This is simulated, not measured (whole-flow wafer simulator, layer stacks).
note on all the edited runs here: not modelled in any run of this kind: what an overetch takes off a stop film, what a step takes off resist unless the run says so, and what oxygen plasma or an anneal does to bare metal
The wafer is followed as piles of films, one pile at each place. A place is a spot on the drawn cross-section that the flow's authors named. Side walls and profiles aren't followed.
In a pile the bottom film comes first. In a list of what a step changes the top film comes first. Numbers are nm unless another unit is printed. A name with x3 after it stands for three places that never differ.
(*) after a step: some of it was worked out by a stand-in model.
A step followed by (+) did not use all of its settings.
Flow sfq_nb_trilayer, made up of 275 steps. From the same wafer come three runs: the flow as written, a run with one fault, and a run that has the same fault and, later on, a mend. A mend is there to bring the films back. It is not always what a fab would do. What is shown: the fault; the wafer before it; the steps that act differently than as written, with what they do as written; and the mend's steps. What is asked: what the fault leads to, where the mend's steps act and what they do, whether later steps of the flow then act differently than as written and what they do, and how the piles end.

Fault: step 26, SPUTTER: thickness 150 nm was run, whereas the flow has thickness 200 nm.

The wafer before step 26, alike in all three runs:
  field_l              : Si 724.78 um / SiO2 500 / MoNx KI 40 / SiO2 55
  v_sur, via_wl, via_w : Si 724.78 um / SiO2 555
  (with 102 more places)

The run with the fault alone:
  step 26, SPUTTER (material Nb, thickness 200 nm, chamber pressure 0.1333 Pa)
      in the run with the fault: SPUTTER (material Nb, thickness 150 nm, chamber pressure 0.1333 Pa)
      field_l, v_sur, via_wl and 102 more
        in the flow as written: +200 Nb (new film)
        in the run with the fault: +150 Nb (new film)
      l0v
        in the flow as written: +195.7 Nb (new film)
        in the run with the fault: +145.9 Nb (new film)
  Steps further on in the flow that do not act as written (not shown: 8 more steps that differ only slightly, by at most 2% or 0.5 nm, whichever is larger):
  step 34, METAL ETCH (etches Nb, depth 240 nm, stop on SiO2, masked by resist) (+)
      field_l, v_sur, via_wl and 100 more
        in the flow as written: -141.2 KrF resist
        in the run with the fault: -132.4 KrF resist
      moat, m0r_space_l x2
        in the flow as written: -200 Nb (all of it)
        in the run with the fault: -150 Nb (all of it)
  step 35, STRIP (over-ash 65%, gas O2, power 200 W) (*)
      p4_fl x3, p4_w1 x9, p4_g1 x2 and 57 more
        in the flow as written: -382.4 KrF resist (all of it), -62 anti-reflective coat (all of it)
        in the run with the fault: -391.2 KrF resist (all of it), -62 anti-reflective coat (all of it)
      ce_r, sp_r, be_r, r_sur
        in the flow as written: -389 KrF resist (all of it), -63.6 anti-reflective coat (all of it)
        in the run with the fault: -397.8 KrF resist (all of it), -63.6 anti-reflective coat (all of it)
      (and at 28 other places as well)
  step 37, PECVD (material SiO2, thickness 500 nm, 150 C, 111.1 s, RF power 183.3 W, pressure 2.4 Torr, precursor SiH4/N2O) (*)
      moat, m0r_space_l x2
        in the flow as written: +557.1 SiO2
        in the run with the fault: +507.1 SiO2
  At field_l, v_sur, via_wl and 100 more, the piles at the end differ from the flow's by more than 2% or 0.5 nm, whichever is larger.
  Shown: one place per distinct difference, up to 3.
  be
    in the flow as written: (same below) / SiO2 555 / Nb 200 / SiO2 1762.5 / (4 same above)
    in the run with the fault: (same below) / SiO2 555 / Nb 150 / SiO2 1762.5 / (4 same above)
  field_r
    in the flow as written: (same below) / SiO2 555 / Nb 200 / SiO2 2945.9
    in the run with the fault: (same below) / SiO2 555 / Nb 150 / SiO2 2945.9
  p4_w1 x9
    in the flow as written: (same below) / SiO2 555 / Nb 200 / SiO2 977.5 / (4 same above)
    in the run with the fault: (same below) / SiO2 555 / Nb 150 / SiO2 977.5 / (4 same above)

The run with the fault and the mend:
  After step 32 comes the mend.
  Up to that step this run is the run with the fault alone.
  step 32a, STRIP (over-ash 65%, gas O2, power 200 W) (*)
      p4_fl x3, p4_w1 x9, p4_g1 x2 and 57 more
        -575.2 KrF resist (all of it), -62 anti-reflective coat (all of it)
      jj_sur, ce_l, c5j, ce_r, res, r_end
        -581.9 KrF resist (all of it), -63.6 anti-reflective coat (all of it)
      sp_r, be_r, r_sur
        -581.8 KrF resist (all of it), -63.6 anti-reflective coat (all of it)
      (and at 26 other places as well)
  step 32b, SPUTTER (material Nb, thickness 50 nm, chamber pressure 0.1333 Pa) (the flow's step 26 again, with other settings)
      field_l, via_wl, via_w and 100 more
        +50 Nb
      v_sur
        +48.3 Nb
      lsp_r
        +49.2 Nb
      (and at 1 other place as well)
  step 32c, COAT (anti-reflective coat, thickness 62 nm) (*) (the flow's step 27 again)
      p4_fl x3, p4_w1 x9, p4_g1 x2 and 59 more
        +62 anti-reflective coat (new film)
      gap, jj_sur, ce_l and 8 more
        +63.6 anti-reflective coat (new film)
      be, be_sur, field_r, lsp_l, ln_m6
        +63.7 anti-reflective coat (new film)
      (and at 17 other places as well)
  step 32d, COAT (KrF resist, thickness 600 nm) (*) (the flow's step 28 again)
      p4_fl x3, p4_w1 x9, p4_g1 x2 and 59 more
        +600 KrF resist (new film)
      c5j, ce_r, sp_r, be_r, r_sur, res
        +606.6 KrF resist (new film)
      be_sur, gap, moat, field_r
        +606.8 KrF resist (new film)
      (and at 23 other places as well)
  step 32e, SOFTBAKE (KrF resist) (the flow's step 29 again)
      does not change any film at any place that is followed
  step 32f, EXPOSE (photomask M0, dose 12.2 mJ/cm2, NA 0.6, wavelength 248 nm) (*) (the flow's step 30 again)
      does not change any film at any place that is followed
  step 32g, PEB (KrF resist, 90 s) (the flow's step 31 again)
      p4_fl x3, p4_w1 x9, p4_g1 x2 and 62 more
        -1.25 KrF resist
      v_sur, via_wr, via_sp and 21 more
        -1.27 KrF resist
      field_l, l0_sur
        -1.23 KrF resist
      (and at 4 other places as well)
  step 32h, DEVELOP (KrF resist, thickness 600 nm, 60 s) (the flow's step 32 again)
      field_l, v_sur, via_wl and 100 more
        -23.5 KrF resist
      m0r_space_l x2
        -598.7 KrF resist (all of it)
      moat
        -605.5 KrF resist (all of it)
  None of the later steps of the flow differs from how it acts as written, at any place that is followed, by more than 2% or 0.5 nm, whichever is larger.
  At the end the piles are close to the flow's at the places that both follow, differing by at most 2% or 0.5 nm, whichever is larger.
